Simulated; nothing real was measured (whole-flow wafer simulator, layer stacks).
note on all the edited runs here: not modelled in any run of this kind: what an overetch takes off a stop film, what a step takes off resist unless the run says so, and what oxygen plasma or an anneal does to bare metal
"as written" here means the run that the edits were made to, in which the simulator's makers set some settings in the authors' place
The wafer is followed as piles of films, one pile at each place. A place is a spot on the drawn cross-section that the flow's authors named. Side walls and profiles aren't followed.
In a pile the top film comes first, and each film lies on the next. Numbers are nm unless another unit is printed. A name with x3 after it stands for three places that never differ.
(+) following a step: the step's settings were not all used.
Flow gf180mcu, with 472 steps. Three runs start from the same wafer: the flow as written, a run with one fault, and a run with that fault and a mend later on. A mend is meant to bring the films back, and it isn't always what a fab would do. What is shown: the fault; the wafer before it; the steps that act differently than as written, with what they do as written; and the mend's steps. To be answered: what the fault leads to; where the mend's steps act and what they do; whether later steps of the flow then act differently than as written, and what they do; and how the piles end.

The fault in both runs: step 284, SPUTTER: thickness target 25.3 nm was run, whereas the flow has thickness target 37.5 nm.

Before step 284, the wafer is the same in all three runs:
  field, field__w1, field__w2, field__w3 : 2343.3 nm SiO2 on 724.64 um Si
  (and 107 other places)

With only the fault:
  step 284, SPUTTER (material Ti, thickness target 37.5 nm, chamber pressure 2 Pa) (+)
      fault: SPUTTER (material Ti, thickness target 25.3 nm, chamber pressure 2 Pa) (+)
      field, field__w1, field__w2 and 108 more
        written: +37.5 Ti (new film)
        fault: +25.3 Ti (new film)
  Later steps of the flow acting differently than as written:
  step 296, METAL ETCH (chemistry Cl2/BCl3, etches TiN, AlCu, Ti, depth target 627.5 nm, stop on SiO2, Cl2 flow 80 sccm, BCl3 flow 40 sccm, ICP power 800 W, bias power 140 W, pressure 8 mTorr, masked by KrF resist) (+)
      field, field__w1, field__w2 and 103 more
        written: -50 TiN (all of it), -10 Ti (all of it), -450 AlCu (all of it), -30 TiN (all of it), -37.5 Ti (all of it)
        fault: -50 TiN (all of it), -10 Ti (all of it), -450 AlCu (all of it), -30 TiN (all of it), -25.3 Ti (all of it)
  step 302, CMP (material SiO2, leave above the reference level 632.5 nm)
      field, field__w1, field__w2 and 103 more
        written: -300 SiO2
        fault: -312.2 SiO2
  The piles end different from the flow's at field__w8, contact, m1, m1__w1, m1_nw by more than 2% or 0.5 nm, whichever is larger.
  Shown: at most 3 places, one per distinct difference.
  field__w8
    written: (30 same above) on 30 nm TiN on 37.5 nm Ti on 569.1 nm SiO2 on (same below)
    fault: (30 same above) on 30 nm TiN on 25.3 nm Ti on 569.1 nm SiO2 on (same below)
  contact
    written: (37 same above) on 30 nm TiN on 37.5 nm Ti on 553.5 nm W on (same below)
    fault: (37 same above) on 30 nm TiN on 25.3 nm Ti on 553.5 nm W on (same below)

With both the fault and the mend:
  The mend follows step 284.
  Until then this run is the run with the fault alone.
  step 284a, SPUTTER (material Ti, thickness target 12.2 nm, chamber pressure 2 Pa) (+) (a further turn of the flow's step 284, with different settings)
      field, field__w1, field__w2 and 108 more
        +12.2 Ti
  Every later step of the flow that is run acts as written at every place that is followed.
  The piles end the same as the flow's at every place that both follow.
